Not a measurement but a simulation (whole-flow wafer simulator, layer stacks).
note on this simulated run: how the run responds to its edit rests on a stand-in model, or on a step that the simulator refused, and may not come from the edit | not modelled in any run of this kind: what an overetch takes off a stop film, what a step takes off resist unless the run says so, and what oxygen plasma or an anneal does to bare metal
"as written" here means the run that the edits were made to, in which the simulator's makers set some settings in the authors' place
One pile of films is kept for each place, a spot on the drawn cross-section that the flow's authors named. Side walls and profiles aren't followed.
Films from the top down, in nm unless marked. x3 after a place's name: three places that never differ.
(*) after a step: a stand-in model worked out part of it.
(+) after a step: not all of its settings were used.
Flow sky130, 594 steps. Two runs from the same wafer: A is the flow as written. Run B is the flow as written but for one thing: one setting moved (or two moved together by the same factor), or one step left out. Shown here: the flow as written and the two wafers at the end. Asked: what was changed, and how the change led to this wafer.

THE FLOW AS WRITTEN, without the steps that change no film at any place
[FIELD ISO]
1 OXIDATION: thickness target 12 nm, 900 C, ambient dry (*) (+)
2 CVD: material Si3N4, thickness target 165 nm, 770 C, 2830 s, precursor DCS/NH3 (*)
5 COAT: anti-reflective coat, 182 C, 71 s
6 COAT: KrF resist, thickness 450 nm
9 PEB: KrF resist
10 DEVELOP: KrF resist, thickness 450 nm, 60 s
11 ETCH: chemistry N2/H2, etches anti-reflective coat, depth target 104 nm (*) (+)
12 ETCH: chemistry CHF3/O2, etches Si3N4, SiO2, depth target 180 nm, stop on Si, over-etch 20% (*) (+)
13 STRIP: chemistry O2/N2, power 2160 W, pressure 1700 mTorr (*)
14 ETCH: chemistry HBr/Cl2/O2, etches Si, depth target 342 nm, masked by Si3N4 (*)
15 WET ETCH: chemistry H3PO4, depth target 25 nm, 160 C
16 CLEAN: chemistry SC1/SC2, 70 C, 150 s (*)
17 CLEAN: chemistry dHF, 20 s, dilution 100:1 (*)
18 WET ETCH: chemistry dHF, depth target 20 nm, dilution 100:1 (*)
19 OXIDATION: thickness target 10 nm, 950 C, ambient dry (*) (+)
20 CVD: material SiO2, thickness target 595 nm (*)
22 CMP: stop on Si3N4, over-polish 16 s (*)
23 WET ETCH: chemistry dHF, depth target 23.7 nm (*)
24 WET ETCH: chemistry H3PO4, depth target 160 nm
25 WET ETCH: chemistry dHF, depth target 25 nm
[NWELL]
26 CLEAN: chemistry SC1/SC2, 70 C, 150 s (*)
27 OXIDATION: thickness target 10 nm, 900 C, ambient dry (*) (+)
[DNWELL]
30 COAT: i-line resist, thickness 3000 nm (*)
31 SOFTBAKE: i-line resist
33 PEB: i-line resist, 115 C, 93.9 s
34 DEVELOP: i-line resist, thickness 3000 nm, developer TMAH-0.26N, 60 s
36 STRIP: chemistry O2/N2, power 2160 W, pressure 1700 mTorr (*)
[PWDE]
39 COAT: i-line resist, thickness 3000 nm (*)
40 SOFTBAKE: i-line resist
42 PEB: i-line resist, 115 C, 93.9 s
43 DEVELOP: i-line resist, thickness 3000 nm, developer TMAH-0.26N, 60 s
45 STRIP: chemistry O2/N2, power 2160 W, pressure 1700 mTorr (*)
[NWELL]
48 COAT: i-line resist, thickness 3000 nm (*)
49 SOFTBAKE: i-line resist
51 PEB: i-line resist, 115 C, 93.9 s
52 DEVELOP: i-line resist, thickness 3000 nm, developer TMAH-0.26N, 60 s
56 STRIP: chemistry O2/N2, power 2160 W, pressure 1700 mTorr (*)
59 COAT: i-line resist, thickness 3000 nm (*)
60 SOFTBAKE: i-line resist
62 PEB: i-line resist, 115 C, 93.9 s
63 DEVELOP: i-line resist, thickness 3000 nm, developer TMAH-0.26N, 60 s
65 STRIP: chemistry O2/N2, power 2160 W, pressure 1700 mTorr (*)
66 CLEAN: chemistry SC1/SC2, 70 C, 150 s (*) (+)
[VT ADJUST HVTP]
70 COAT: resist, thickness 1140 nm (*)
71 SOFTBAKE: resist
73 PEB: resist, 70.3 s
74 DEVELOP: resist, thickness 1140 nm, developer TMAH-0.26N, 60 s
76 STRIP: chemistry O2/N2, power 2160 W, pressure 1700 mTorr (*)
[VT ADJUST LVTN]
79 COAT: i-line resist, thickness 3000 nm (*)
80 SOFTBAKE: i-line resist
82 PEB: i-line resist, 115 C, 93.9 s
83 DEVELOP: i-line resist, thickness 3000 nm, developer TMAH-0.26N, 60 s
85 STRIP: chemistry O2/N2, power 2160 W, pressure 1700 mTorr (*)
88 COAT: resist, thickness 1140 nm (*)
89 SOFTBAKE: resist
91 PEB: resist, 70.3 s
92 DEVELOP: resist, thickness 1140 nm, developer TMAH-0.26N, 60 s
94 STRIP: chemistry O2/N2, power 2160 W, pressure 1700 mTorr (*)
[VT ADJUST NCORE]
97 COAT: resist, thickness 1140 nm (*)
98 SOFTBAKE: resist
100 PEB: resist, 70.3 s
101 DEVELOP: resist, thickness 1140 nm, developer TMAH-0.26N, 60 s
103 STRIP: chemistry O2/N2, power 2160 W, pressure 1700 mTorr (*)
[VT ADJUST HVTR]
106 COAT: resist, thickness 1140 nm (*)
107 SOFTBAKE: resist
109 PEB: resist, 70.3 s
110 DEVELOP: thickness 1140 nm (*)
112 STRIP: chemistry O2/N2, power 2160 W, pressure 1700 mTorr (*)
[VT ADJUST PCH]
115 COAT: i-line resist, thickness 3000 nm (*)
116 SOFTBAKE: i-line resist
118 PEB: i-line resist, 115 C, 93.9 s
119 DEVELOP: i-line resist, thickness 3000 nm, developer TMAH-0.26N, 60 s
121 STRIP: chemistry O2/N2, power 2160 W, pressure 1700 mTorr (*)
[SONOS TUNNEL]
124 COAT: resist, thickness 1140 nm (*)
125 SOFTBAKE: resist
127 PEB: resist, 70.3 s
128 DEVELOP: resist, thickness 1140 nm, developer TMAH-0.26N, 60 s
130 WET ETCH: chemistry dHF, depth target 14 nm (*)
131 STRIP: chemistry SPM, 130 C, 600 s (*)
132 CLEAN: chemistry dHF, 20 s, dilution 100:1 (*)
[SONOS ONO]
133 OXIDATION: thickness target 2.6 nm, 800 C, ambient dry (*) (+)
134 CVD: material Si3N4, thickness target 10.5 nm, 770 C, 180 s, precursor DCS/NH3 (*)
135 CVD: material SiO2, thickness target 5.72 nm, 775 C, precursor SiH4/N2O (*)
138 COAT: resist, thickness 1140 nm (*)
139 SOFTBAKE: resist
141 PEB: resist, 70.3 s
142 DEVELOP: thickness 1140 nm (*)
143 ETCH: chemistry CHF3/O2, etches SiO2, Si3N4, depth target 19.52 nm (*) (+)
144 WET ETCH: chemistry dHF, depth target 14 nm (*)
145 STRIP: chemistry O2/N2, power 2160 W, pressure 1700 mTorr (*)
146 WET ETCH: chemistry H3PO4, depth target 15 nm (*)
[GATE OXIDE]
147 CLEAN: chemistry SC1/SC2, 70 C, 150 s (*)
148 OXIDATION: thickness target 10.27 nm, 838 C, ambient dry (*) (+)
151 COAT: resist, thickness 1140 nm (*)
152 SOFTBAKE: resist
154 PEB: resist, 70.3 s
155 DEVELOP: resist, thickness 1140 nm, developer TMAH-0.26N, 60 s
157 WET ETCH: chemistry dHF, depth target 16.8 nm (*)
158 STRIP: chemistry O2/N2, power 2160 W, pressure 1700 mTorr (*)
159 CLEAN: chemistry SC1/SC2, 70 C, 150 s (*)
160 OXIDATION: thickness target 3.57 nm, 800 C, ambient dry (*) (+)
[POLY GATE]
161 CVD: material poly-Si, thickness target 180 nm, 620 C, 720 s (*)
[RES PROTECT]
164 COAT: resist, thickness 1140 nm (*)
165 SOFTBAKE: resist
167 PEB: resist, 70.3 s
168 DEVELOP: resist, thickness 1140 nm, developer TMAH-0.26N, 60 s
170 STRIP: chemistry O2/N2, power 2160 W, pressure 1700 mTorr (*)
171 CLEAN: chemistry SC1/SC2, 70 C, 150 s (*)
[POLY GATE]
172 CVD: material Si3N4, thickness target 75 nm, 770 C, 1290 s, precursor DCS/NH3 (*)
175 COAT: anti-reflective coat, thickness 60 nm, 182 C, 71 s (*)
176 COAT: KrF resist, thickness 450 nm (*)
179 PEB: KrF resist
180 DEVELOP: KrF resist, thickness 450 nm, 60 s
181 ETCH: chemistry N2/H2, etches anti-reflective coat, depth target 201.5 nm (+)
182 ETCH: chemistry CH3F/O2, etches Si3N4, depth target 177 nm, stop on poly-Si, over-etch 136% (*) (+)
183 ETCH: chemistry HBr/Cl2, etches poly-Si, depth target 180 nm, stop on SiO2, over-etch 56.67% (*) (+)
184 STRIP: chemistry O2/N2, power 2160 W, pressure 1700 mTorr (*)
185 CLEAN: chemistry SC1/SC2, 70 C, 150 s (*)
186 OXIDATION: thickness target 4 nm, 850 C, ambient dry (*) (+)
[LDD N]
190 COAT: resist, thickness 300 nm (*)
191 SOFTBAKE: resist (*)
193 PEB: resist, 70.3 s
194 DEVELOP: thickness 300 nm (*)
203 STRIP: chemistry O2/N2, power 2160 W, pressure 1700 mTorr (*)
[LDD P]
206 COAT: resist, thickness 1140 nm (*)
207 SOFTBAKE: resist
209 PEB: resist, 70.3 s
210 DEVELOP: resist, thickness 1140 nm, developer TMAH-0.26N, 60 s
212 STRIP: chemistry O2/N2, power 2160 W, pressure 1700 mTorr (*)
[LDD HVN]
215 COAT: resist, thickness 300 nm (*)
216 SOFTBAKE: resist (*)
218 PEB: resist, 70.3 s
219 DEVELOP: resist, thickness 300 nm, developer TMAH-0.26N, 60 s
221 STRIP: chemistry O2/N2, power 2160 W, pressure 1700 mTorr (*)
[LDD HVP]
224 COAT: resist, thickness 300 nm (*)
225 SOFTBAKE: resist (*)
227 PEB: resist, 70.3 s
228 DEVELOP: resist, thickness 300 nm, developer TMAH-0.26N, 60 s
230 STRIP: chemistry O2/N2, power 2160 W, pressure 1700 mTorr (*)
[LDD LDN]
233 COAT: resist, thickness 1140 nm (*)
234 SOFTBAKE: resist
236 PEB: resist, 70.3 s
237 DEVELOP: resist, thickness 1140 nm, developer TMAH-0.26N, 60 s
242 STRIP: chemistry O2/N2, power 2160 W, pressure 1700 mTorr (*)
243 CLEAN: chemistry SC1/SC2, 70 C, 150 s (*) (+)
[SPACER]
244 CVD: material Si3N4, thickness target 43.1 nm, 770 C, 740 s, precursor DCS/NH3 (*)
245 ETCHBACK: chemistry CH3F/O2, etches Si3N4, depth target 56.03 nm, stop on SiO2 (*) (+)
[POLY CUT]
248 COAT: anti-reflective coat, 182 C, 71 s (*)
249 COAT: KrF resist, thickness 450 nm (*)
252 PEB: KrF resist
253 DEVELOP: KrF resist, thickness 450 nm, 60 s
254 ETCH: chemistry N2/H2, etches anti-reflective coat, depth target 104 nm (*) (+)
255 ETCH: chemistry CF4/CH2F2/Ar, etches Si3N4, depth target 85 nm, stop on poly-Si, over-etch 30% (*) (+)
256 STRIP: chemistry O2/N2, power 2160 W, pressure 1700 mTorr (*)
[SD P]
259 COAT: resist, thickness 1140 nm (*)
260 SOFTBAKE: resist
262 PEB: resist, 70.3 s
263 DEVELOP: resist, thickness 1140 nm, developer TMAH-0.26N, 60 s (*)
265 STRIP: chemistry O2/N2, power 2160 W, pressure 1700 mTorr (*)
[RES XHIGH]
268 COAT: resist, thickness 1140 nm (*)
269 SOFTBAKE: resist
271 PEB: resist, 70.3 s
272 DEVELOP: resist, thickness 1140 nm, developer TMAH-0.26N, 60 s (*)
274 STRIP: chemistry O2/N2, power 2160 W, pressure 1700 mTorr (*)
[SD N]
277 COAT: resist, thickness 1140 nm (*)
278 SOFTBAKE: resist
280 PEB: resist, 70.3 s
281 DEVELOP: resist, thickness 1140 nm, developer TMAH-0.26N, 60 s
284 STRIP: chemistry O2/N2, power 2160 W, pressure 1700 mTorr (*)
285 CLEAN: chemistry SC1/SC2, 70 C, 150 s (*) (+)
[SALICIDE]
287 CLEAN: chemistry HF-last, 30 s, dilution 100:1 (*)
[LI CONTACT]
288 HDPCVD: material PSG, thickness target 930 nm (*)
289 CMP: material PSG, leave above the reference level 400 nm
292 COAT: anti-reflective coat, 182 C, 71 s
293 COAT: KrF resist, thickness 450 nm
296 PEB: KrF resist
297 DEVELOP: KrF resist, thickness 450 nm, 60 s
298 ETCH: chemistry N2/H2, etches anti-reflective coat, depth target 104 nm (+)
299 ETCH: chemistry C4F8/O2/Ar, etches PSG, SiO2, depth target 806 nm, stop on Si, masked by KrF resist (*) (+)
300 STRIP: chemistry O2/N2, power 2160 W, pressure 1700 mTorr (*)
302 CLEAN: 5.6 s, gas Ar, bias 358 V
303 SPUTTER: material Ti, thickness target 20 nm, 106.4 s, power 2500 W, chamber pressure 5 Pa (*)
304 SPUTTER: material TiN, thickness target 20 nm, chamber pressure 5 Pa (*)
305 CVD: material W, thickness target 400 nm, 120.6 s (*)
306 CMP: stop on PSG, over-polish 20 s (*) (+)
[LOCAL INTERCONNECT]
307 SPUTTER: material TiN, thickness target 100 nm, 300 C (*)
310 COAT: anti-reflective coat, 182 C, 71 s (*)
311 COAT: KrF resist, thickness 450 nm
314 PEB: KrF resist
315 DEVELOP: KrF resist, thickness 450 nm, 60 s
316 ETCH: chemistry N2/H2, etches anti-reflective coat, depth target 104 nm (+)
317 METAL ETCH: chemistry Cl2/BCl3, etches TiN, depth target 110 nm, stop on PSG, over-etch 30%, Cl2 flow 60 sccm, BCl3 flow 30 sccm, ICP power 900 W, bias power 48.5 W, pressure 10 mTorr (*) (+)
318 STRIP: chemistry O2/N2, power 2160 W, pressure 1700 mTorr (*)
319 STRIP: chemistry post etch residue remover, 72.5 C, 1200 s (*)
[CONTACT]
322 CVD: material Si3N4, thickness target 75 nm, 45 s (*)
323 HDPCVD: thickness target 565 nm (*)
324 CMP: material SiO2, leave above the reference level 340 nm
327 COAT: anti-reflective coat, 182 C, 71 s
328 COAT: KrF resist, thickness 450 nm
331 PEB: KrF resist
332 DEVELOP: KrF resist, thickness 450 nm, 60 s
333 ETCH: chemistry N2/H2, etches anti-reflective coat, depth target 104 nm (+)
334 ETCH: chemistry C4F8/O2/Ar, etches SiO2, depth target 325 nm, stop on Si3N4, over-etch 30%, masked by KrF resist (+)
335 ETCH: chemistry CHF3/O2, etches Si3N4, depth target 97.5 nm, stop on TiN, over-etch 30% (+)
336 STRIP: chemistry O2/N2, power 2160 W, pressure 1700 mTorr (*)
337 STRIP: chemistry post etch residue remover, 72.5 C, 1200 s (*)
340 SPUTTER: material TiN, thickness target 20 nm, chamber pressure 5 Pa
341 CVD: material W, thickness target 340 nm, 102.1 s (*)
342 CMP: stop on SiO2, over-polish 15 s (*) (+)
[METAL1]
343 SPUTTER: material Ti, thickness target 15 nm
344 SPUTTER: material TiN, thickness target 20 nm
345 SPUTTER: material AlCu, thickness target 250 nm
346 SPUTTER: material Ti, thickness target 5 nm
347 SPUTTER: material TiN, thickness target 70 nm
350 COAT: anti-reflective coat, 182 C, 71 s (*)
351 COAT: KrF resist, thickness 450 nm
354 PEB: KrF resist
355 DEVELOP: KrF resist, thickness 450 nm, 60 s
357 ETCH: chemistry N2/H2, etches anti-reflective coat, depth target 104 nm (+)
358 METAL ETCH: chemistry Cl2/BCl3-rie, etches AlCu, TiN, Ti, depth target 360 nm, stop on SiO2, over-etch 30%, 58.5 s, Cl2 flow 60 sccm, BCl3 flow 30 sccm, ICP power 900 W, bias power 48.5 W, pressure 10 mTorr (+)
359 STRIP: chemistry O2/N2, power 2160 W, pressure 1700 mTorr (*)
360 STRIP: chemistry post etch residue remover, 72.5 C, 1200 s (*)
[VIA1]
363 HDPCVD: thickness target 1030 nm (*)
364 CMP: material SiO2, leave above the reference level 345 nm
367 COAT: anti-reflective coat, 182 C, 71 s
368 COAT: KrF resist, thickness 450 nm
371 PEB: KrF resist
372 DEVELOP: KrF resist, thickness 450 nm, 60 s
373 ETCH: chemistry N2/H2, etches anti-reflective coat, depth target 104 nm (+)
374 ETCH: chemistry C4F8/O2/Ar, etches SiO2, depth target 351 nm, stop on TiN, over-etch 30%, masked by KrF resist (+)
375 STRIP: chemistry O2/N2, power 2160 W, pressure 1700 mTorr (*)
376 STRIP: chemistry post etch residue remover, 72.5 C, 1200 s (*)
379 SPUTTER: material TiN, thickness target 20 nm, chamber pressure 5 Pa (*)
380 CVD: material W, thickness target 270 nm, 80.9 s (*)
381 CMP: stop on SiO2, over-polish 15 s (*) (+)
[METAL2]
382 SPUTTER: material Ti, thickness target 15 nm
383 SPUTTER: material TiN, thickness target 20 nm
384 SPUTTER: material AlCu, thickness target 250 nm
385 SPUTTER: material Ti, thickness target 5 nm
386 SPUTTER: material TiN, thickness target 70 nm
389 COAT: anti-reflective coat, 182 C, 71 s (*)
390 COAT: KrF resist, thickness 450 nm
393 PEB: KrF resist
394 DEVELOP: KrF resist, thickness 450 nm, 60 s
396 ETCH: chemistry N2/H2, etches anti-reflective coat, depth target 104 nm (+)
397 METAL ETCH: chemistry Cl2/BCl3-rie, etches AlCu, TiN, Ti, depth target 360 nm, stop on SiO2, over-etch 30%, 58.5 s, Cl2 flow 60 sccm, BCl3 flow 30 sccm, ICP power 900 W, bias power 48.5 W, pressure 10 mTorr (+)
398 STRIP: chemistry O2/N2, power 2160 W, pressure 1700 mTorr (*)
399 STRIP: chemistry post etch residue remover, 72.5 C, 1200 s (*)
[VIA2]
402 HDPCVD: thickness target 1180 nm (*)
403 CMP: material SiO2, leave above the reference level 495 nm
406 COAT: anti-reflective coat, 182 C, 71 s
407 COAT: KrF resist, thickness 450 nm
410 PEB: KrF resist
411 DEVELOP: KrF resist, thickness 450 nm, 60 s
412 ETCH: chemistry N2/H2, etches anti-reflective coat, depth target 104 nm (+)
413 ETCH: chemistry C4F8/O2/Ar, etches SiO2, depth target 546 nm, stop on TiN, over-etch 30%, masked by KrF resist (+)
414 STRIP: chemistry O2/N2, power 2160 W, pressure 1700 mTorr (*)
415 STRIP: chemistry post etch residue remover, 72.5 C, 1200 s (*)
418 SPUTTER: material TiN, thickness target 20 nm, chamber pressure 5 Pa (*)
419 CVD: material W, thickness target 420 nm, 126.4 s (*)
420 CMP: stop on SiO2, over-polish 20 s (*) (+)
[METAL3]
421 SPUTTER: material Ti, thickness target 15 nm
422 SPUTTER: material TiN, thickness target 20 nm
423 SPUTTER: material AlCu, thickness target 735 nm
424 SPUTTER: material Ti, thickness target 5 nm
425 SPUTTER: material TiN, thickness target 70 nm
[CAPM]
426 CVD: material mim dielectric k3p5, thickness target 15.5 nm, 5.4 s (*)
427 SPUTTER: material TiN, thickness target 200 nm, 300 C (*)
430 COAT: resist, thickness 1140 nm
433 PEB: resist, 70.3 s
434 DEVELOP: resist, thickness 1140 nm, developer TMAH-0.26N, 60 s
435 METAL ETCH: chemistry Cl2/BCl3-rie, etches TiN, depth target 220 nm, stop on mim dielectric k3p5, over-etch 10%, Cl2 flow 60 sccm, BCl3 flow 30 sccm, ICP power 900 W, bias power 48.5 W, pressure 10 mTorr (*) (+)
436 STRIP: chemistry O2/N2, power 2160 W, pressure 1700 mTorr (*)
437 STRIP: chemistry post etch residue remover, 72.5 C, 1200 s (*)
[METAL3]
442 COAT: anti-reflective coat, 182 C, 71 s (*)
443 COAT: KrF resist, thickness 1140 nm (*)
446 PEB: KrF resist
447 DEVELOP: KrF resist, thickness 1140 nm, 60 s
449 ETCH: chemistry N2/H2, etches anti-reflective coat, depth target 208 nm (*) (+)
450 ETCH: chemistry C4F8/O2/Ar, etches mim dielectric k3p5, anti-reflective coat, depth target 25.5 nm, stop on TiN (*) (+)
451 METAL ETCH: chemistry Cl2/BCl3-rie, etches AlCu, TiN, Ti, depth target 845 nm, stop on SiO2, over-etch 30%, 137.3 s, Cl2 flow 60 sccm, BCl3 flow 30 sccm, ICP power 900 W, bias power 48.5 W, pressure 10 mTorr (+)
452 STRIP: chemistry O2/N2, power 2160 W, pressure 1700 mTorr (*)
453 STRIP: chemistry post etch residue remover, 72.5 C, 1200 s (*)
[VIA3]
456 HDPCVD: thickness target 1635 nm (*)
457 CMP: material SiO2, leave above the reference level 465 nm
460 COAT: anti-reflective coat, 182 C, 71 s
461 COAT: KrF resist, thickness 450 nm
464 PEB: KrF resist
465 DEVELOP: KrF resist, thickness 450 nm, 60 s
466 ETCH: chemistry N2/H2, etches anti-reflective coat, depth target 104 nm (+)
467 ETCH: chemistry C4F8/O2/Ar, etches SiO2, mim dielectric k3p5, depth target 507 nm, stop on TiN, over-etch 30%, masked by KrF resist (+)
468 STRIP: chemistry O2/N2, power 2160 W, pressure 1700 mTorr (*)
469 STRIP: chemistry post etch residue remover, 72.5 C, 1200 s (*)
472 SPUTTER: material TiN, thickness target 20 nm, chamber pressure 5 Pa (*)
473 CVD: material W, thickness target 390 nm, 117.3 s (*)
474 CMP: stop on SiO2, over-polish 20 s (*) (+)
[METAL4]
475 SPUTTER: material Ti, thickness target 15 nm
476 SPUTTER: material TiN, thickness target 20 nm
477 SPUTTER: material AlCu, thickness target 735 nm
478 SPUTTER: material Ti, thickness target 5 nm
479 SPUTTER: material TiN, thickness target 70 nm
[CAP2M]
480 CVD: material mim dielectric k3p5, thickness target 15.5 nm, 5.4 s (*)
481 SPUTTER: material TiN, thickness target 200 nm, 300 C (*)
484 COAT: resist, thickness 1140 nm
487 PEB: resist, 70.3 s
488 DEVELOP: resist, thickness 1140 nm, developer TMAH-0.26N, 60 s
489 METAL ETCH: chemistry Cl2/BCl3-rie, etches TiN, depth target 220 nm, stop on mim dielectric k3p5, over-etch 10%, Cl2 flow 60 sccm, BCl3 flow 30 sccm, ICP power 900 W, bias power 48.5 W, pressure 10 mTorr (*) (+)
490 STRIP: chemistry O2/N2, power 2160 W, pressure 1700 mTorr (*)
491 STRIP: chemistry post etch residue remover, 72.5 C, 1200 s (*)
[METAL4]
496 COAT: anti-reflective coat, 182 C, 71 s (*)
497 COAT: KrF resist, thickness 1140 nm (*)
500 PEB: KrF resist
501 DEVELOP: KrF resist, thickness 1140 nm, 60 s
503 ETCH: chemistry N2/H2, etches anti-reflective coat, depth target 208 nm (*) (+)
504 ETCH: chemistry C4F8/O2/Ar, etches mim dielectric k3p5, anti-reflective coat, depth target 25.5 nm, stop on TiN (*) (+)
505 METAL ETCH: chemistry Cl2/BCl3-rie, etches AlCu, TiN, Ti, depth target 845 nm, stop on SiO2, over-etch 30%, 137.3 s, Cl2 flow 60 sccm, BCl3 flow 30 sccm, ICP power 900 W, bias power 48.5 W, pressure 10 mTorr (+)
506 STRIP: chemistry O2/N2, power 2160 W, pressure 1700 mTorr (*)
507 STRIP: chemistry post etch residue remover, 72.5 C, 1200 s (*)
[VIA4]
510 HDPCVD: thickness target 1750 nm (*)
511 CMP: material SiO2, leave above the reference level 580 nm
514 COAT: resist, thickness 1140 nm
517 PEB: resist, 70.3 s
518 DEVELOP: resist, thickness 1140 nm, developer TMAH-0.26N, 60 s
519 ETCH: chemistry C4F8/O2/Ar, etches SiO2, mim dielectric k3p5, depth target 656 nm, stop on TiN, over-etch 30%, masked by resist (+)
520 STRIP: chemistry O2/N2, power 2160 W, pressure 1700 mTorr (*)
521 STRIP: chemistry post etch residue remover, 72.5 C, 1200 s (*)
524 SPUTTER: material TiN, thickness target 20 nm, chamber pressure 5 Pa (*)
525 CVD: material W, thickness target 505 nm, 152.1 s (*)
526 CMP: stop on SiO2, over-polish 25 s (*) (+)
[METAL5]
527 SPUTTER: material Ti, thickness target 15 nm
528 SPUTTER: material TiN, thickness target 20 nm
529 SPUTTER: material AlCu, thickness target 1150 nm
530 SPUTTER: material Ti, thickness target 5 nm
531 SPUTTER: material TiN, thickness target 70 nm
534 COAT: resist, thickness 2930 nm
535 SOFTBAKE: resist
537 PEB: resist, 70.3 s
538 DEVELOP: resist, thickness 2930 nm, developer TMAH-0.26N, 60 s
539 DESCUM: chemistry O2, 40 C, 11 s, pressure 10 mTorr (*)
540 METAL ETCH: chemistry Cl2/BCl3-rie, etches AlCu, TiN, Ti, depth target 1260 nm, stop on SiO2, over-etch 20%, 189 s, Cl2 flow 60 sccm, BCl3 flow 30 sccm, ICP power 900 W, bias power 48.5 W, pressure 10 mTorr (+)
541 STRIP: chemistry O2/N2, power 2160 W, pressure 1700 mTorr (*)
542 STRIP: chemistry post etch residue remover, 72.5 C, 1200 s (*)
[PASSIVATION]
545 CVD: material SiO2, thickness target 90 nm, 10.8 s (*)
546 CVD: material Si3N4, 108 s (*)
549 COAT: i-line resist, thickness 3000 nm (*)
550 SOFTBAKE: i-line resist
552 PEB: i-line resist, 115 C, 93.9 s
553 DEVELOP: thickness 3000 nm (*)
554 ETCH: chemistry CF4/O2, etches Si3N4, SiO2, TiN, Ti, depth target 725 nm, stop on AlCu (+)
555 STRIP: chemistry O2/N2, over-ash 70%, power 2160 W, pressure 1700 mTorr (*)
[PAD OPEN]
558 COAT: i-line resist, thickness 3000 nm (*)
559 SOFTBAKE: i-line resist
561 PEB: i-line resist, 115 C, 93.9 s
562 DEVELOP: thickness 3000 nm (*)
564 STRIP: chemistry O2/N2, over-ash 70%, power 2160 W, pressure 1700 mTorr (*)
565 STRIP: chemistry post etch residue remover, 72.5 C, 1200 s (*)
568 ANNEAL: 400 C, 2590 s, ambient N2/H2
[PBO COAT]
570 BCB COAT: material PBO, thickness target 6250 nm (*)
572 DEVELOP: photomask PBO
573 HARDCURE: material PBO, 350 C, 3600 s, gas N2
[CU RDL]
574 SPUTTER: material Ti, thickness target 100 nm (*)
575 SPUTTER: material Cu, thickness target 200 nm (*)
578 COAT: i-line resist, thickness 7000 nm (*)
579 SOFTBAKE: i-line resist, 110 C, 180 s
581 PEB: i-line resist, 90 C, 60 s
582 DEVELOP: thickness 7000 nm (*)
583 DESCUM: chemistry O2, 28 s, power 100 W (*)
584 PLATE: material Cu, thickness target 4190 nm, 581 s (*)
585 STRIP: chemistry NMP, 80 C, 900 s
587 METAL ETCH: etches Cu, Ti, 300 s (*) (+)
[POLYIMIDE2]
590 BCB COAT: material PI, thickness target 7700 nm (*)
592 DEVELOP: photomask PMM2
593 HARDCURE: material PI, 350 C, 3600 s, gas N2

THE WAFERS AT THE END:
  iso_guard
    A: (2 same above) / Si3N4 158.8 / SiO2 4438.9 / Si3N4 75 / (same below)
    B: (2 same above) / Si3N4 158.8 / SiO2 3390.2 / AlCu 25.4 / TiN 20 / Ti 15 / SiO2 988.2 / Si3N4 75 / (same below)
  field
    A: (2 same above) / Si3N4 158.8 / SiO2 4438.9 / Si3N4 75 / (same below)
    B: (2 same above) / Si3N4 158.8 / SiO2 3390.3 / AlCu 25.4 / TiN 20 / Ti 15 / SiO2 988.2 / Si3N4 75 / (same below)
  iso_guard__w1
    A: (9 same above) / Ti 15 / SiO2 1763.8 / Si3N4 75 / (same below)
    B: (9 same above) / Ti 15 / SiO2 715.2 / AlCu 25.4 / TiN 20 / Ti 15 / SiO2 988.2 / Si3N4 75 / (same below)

The cause: step 397, METAL ETCH: depth target 225 nm was run, where the flow has depth target 360 nm; step 397, METAL ETCH: 36.6 s was run, where the flow has 58.5 s.

How the change led to this, step by step:
  397 METAL ETCH: chemistry Cl2/BCl3-rie, etches AlCu, TiN, Ti, depth target 360 nm, stop on SiO2, over-etch 30%, 58.5 s, Cl2 flow 60 sccm, BCl3 flow 30 sccm, ICP power 900 W, bias power 48.5 W, pressure 10 mTorr (+)
      field, active, gate and 82 more: A TiN -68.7 (all of it), Ti -5 (all of it), AlCu -250 (all of it), TiN -20 (all of it), Ti -15 (all of it), SiO2 -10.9 | B TiN -68.7 (all of it), Ti -5 (all of it), AlCu -218.8
      n_well, p_well, gate_hv and 98 more: A KrF resist -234 | B KrF resist -146.2
      (and at 5 more places)
  398 STRIP: chemistry O2/N2, power 2160 W, pressure 1700 mTorr (*)
      gate_hv, mim, dice_street and 96 more: A KrF resist -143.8 (all of it), anti-reflective coat -80 (all of it) | B KrF resist -231.6 (all of it), anti-reflective coat -80 (all of it)
      n_well, p_well, sd_n, sd_p, pad: A KrF resist -143.8 (all of it), anti-reflective coat -80 (all of it) | B KrF resist -231.5 (all of it), anti-reflective coat -80 (all of it)
      (and at 2 more places)
  399 STRIP: chemistry post etch residue remover, 72.5 C, 1200 s (*)
      field, active, gate and 82 more: A nothing | B AlCu -5.72
  402 HDPCVD: thickness target 1180 nm (*)
      field, active, gate and 82 more: A SiO2 +1180 | B SiO2 +1180 (new film)
  403 CMP: material SiO2, leave above the reference level 495 nm
      field, active, gate and 82 more: A SiO2 -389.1 | B SiO2 -460.4
Counting metal films that touch as one body, iso_guard has 1 body; the flow as written gives 0 bodies.
Counting metal films that touch as one body, field has 1 body; the flow as written gives 0 bodies.
Counting metal films that touch as one body, iso_guard__w1 has 2 bodies (between them, from the top down: SiO2 715.2); the flow as written gives 1 body.
